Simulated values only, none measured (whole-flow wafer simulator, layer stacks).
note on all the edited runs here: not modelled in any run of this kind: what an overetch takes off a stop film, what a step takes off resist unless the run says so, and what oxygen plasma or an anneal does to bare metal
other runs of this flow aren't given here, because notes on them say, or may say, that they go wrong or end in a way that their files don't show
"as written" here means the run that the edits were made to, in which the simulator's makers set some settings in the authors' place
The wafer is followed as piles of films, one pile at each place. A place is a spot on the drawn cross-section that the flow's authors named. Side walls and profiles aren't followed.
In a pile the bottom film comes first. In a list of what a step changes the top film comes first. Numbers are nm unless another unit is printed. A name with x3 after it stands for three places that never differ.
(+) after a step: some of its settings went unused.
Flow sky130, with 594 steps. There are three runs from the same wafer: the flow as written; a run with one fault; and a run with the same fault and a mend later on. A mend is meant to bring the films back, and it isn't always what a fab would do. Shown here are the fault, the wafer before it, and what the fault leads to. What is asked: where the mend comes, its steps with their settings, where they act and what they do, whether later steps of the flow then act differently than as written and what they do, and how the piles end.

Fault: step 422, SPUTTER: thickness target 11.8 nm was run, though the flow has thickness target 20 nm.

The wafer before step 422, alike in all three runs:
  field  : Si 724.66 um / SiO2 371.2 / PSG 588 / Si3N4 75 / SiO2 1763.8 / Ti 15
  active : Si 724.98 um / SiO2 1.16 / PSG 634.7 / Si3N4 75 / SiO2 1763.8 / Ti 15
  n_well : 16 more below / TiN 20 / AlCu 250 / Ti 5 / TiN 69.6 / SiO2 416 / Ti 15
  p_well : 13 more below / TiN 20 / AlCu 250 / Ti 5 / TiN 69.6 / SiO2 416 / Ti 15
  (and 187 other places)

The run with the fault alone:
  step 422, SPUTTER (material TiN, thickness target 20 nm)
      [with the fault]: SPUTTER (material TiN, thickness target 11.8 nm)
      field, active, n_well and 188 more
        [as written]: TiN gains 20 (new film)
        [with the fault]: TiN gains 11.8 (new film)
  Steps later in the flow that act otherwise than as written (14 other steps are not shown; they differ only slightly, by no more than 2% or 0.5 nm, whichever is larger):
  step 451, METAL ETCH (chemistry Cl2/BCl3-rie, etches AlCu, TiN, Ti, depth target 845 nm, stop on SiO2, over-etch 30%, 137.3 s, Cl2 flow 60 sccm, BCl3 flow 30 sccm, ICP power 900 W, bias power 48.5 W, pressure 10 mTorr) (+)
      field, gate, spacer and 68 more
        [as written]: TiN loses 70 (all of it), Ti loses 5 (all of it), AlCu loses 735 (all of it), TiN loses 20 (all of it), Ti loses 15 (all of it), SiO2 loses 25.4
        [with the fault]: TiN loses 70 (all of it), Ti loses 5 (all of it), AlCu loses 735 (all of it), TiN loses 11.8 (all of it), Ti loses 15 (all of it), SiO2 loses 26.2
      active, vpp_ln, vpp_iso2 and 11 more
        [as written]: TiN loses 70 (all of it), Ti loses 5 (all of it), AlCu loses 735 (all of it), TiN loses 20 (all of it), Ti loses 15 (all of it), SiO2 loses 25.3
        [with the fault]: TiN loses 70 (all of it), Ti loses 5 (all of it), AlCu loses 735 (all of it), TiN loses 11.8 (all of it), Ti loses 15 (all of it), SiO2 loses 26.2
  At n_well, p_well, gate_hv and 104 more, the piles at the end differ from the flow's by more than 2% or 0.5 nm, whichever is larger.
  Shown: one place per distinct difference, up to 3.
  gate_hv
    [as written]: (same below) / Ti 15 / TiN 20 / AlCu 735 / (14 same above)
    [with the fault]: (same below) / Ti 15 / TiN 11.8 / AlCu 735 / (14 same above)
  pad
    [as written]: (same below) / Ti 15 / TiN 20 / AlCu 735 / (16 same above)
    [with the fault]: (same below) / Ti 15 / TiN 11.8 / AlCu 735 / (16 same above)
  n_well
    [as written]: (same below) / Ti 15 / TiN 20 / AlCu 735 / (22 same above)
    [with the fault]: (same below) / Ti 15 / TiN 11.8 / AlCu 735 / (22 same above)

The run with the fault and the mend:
  The mend stands after step 422.
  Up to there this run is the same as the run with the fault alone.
  step 422a, SPUTTER (material TiN, thickness target 8.2 nm) (the flow's step 422, run once more with other settings)
      field, active, n_well and 188 more
        TiN gains 8.2
  None of the later steps of the flow acts differently than as written at any place that is followed.
  At every place that both follow, the piles at the end match the flow's.
